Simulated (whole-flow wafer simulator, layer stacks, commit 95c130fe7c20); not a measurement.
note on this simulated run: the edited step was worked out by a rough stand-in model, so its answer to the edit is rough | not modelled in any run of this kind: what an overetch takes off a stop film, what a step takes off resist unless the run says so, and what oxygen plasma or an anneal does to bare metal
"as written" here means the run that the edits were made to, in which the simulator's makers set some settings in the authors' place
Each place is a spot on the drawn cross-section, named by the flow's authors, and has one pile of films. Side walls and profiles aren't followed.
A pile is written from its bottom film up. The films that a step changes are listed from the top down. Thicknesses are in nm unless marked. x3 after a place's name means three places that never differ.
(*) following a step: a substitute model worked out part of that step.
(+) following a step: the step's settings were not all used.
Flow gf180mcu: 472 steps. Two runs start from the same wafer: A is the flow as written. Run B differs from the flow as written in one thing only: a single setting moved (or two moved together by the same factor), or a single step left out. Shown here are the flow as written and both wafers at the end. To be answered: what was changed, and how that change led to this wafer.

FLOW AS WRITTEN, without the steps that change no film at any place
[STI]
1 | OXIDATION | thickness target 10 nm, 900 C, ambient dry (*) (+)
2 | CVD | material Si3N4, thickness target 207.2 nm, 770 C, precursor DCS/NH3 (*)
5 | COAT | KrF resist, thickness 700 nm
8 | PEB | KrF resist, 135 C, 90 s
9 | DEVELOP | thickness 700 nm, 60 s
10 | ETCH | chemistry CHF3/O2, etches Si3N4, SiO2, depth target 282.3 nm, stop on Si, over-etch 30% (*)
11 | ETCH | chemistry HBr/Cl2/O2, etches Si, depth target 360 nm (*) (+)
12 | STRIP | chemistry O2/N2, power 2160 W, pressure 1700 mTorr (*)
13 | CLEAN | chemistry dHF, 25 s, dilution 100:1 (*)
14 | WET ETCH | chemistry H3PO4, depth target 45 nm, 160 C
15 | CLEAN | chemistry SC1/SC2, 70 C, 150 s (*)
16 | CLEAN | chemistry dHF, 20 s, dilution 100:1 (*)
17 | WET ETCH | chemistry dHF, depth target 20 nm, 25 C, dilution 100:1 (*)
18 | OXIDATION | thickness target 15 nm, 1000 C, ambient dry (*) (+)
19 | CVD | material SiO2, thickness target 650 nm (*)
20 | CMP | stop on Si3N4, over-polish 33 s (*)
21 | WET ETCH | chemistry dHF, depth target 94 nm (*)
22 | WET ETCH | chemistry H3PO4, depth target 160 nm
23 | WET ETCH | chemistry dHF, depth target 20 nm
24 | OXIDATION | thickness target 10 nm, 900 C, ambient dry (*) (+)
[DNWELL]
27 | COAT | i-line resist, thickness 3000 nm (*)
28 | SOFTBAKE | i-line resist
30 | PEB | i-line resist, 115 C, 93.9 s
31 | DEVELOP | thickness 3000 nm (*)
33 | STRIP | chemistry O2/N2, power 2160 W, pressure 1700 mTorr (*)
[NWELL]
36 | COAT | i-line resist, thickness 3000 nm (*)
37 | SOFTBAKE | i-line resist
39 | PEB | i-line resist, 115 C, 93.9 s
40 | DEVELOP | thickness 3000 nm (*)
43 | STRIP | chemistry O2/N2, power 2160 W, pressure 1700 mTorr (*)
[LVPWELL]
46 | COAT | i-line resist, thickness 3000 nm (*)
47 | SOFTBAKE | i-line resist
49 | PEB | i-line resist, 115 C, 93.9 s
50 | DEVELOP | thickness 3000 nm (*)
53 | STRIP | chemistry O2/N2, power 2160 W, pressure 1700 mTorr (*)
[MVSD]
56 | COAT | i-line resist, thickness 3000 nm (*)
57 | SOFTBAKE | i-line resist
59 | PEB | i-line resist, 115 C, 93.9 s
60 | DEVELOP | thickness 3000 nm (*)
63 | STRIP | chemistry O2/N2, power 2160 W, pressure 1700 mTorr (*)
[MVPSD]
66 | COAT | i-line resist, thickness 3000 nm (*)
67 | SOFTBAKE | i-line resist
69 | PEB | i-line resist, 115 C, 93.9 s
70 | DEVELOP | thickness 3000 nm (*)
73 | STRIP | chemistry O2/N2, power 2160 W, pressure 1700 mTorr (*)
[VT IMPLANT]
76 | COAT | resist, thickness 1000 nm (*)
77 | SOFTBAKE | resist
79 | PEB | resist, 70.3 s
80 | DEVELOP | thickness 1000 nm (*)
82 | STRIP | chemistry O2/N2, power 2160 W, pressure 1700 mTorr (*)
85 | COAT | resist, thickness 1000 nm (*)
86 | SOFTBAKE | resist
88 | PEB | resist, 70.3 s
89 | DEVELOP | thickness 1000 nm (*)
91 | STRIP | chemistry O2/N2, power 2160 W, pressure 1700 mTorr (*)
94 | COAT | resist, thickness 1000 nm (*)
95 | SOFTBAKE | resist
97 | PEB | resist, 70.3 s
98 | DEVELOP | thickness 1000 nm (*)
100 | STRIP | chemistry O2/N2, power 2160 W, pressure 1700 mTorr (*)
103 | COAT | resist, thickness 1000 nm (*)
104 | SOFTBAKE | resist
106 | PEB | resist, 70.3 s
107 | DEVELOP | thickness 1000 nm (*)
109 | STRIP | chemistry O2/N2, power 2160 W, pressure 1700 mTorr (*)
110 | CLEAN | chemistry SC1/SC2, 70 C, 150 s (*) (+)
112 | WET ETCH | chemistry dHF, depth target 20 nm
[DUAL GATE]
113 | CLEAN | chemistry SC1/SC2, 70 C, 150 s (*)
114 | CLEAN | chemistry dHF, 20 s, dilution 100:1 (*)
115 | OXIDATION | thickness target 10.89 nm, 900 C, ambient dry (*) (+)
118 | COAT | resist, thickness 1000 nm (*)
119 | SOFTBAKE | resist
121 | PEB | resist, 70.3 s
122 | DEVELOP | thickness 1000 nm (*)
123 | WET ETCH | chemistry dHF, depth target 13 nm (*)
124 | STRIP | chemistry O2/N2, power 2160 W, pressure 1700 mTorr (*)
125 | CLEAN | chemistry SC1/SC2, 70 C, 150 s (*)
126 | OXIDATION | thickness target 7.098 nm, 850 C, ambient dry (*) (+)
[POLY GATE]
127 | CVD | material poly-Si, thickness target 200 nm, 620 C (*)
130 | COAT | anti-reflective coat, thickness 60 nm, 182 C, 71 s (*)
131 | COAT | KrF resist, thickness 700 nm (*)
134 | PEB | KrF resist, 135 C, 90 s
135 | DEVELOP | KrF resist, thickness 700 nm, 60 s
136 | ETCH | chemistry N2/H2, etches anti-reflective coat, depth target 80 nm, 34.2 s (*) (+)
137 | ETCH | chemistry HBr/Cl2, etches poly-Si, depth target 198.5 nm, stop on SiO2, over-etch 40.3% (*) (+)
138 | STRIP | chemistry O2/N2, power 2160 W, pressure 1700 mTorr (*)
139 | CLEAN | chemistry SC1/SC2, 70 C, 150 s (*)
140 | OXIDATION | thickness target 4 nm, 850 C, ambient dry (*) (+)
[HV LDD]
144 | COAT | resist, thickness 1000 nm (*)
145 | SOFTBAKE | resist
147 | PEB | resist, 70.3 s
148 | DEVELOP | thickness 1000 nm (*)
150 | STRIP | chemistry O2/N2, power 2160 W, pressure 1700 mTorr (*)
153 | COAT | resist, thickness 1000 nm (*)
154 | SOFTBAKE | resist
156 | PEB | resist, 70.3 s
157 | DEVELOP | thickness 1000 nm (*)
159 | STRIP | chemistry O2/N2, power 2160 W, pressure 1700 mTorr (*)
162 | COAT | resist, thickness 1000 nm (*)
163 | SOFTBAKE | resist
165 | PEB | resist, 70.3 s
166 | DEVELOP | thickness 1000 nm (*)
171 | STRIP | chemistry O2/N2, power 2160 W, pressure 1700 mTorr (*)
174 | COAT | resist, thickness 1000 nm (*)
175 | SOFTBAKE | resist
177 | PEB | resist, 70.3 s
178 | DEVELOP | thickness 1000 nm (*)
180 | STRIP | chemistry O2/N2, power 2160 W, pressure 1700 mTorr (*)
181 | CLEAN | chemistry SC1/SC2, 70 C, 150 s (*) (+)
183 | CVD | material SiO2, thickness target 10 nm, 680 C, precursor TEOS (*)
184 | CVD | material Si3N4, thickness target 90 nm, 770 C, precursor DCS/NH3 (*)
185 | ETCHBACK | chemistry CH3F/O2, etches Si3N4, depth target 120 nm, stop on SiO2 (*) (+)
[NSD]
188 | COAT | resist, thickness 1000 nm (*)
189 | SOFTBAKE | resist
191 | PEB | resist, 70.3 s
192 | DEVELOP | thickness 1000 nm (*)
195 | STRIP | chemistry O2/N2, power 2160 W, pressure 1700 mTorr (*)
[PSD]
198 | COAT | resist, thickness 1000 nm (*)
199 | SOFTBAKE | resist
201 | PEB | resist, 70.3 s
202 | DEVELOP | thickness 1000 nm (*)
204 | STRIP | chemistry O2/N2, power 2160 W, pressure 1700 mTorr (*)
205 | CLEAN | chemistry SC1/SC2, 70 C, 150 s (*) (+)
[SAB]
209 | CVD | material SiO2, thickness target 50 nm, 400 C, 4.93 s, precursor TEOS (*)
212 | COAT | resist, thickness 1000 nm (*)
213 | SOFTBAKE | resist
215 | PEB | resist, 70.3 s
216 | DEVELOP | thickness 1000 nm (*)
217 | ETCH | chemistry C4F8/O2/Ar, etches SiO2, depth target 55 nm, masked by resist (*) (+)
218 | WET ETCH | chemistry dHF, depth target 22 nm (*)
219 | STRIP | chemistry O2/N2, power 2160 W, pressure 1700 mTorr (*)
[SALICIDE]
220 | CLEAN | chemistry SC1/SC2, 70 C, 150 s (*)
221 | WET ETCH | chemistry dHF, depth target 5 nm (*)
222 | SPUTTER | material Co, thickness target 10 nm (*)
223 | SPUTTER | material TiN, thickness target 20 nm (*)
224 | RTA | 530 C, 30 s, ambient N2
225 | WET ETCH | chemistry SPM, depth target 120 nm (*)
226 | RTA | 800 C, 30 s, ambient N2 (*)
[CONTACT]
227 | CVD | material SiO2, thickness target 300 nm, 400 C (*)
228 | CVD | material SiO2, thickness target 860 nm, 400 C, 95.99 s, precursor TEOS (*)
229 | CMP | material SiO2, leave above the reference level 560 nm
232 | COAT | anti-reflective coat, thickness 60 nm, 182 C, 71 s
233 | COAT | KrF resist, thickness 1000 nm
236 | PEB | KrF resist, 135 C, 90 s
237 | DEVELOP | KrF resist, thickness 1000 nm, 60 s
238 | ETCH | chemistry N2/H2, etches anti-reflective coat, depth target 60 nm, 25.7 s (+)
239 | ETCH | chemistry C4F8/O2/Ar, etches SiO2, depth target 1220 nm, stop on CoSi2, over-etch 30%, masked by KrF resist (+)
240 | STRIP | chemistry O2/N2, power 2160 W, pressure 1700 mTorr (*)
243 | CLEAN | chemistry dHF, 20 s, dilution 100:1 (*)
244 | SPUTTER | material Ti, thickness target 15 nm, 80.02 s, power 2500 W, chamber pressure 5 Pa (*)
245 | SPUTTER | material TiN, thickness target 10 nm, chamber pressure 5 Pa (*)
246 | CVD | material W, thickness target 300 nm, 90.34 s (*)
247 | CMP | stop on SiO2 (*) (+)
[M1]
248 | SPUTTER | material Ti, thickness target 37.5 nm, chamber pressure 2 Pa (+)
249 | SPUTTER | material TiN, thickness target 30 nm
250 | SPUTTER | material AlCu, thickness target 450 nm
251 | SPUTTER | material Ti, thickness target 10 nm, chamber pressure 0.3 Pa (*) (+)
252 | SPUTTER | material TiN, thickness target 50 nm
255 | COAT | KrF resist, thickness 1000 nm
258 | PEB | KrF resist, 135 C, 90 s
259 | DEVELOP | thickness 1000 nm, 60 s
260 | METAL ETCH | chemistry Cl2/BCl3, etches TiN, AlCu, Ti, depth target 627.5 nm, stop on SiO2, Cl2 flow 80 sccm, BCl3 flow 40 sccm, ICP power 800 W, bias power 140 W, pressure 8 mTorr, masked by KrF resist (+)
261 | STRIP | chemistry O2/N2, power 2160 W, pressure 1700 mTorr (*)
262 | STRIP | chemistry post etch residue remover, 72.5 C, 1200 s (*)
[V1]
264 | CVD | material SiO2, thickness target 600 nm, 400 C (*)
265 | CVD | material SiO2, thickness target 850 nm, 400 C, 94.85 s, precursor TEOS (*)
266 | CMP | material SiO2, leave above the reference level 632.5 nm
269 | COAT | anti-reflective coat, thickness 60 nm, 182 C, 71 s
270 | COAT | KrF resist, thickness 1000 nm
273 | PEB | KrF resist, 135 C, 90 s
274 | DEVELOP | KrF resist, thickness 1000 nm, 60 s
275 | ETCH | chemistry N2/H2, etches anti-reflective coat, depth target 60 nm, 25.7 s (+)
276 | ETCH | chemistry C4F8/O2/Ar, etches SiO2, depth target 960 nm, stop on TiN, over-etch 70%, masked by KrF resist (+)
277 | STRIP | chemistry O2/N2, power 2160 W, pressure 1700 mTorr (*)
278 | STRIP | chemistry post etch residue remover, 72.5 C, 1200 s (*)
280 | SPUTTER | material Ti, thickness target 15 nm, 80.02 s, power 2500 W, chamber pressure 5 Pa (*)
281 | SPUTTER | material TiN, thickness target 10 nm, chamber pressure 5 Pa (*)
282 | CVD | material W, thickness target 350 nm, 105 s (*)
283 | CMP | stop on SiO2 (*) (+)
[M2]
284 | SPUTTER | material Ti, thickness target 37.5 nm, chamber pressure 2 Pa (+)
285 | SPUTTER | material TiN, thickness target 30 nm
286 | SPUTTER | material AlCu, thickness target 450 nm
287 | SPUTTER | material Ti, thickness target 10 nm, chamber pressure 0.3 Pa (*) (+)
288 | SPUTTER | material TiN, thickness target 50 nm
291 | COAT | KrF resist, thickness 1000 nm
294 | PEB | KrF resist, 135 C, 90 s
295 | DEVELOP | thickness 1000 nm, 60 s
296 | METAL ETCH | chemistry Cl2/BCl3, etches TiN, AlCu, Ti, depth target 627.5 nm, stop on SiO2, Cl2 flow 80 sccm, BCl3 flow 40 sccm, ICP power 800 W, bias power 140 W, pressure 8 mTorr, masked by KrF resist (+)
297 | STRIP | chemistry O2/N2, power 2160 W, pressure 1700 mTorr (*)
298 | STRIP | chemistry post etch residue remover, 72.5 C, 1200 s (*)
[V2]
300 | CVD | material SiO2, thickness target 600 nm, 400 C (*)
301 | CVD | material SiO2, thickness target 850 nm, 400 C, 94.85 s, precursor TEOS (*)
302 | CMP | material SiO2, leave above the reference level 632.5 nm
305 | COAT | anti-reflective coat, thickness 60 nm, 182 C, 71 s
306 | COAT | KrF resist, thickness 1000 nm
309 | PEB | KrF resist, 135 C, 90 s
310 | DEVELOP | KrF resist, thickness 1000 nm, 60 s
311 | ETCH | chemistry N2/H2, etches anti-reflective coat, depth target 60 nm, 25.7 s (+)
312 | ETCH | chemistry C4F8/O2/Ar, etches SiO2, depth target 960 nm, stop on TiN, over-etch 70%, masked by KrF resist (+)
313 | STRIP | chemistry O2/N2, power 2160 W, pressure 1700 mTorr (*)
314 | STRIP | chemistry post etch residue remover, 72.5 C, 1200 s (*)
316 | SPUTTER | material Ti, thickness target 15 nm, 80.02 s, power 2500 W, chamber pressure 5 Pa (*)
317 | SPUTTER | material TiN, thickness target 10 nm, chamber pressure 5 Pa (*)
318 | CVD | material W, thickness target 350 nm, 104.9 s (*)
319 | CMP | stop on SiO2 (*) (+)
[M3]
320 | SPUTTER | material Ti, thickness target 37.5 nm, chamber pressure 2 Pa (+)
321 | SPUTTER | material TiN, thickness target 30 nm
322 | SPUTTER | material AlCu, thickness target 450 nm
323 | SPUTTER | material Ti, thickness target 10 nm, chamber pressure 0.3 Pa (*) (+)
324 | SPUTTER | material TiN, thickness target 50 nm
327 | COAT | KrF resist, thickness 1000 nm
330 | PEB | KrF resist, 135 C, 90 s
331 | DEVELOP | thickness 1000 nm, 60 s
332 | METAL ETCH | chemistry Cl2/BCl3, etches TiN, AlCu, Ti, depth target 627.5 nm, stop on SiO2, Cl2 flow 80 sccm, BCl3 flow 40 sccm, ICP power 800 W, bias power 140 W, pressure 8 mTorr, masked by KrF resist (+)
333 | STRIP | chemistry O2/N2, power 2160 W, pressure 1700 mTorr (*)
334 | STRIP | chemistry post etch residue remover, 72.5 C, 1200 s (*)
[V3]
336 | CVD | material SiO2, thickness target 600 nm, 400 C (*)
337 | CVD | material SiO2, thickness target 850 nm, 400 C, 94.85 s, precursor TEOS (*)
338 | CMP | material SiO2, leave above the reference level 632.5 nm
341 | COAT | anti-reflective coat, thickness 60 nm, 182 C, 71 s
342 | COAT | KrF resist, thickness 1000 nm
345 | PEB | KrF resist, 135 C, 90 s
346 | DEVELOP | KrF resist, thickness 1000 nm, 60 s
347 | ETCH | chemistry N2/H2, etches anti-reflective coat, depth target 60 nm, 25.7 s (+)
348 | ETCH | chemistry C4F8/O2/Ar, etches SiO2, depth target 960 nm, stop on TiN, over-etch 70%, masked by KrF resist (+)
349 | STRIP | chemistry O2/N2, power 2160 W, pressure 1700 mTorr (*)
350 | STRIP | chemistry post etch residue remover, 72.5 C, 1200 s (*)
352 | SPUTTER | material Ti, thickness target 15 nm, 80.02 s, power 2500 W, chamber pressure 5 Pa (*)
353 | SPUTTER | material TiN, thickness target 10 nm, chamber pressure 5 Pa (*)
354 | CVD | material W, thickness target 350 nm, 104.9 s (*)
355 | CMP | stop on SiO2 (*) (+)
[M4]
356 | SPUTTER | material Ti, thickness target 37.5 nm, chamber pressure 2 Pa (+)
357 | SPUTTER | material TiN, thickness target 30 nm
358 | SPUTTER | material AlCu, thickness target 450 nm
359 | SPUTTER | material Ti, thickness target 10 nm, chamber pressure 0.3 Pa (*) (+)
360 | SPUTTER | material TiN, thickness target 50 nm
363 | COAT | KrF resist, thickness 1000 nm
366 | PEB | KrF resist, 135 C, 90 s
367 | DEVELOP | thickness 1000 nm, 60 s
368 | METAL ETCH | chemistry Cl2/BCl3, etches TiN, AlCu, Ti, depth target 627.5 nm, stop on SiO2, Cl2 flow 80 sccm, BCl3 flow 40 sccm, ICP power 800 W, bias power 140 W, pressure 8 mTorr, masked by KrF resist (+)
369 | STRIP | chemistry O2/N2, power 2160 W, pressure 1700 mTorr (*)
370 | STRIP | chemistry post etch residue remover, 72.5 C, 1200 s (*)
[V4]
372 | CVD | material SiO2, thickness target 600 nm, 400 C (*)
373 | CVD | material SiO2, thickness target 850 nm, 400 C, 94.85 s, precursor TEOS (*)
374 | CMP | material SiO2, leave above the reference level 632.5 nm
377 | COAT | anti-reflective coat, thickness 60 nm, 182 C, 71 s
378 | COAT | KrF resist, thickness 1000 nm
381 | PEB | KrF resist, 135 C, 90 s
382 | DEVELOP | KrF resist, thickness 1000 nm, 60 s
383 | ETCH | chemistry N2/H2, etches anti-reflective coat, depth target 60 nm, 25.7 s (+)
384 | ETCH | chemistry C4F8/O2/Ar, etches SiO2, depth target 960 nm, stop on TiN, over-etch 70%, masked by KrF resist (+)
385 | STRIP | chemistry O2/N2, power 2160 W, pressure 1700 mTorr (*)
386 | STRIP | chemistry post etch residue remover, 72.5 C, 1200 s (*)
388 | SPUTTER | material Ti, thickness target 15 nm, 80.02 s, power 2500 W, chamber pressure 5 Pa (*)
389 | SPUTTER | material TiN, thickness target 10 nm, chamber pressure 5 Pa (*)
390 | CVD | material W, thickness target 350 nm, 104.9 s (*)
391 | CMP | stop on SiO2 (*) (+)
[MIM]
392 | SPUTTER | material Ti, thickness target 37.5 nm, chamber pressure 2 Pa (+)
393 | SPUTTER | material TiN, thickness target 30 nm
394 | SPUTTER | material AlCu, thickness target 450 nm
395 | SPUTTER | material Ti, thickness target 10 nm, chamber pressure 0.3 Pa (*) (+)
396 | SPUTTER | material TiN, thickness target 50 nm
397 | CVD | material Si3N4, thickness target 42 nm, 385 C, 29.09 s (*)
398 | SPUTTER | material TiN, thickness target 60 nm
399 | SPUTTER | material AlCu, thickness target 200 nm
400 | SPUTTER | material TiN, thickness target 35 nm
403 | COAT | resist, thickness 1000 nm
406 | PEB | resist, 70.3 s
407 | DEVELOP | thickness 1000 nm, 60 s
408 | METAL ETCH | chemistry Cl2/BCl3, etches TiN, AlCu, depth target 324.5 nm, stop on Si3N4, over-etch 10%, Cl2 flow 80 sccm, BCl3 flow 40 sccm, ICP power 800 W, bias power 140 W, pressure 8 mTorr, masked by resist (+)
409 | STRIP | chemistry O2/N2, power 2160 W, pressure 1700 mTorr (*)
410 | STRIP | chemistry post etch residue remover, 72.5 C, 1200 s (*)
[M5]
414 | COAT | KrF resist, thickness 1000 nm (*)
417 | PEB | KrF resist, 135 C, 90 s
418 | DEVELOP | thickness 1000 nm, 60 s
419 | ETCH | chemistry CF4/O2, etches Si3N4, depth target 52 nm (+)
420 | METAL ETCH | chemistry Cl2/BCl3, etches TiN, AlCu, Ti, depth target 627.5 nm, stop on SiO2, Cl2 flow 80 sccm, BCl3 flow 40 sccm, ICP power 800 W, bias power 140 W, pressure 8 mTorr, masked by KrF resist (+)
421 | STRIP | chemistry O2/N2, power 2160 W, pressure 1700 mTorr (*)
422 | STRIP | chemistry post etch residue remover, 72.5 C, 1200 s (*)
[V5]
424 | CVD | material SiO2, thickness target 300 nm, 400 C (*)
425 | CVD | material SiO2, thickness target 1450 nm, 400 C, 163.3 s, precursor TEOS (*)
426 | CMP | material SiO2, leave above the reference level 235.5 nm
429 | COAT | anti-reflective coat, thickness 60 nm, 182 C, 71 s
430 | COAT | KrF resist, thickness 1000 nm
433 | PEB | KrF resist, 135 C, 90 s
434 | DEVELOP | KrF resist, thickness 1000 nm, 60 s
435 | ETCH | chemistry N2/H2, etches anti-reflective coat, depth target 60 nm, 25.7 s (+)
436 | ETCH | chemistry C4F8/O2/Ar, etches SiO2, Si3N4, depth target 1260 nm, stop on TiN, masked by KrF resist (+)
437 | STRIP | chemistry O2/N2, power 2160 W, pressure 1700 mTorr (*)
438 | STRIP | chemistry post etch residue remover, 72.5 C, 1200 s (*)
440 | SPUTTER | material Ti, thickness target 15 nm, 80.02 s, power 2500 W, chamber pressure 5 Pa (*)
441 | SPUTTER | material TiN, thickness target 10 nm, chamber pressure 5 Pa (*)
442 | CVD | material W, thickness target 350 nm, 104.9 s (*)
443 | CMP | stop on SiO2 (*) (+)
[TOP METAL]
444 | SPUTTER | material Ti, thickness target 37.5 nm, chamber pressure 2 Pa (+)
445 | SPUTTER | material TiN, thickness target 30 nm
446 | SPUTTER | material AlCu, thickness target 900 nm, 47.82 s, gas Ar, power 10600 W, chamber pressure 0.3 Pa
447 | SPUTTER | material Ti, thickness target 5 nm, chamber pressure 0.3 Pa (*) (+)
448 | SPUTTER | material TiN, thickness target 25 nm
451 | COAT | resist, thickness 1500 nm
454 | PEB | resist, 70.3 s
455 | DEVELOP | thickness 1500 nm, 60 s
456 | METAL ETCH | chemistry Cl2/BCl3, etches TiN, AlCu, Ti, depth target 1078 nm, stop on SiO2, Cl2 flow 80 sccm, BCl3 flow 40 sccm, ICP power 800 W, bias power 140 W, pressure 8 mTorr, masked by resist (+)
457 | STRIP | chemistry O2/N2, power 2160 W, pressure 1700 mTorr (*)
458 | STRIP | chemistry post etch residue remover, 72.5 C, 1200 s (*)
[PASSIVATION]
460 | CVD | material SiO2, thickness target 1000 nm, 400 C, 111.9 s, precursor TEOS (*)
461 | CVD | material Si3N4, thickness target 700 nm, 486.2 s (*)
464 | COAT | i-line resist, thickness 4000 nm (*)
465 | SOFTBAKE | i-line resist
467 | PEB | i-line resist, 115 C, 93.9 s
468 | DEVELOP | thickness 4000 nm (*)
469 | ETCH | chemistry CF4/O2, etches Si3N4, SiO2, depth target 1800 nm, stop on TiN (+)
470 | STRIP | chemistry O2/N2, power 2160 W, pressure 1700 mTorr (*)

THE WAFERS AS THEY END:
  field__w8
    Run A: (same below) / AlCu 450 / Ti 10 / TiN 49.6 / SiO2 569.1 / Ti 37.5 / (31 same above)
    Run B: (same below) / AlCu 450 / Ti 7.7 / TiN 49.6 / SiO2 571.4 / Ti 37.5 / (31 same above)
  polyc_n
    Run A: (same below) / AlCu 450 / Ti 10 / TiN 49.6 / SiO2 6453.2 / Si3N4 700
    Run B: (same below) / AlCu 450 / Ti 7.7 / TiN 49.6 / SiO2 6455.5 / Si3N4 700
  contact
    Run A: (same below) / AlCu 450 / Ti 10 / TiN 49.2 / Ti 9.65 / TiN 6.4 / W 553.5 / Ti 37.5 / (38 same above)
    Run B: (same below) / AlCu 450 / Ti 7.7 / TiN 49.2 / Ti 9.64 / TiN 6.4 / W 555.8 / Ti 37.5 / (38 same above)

The reason: step 251, SPUTTER: thickness target 7.7 nm was run, though the flow has thickness target 10 nm.
The wafer lets one read it off: field__w8 has Ti 7.7, and step 251 as written asks for 10 nm.

Step by step, how the change led to this:
  251 | SPUTTER | material Ti, thickness target 10 nm, chamber pressure 0.3 Pa (*) (+)
      field, field__w1, field__w2 and 108 more: A +10 Ti (new film) | B +7.7 Ti (new film)
  260 | METAL ETCH | chemistry Cl2/BCl3, etches TiN, AlCu, Ti, depth target 627.5 nm, stop on SiO2, Cl2 flow 80 sccm, BCl3 flow 40 sccm, ICP power 800 W, bias power 140 W, pressure 8 mTorr, masked by KrF resist (+)
      field, field__w1, field__w2 and 99 more: A -50 TiN (all of it), -10 Ti (all of it), -450 AlCu (all of it), -30 TiN (all of it), -37.5 Ti (all of it) | B -50 TiN (all of it), -7.7 Ti (all of it), -450 AlCu (all of it), -30 TiN (all of it), -37.5 Ti (all of it)
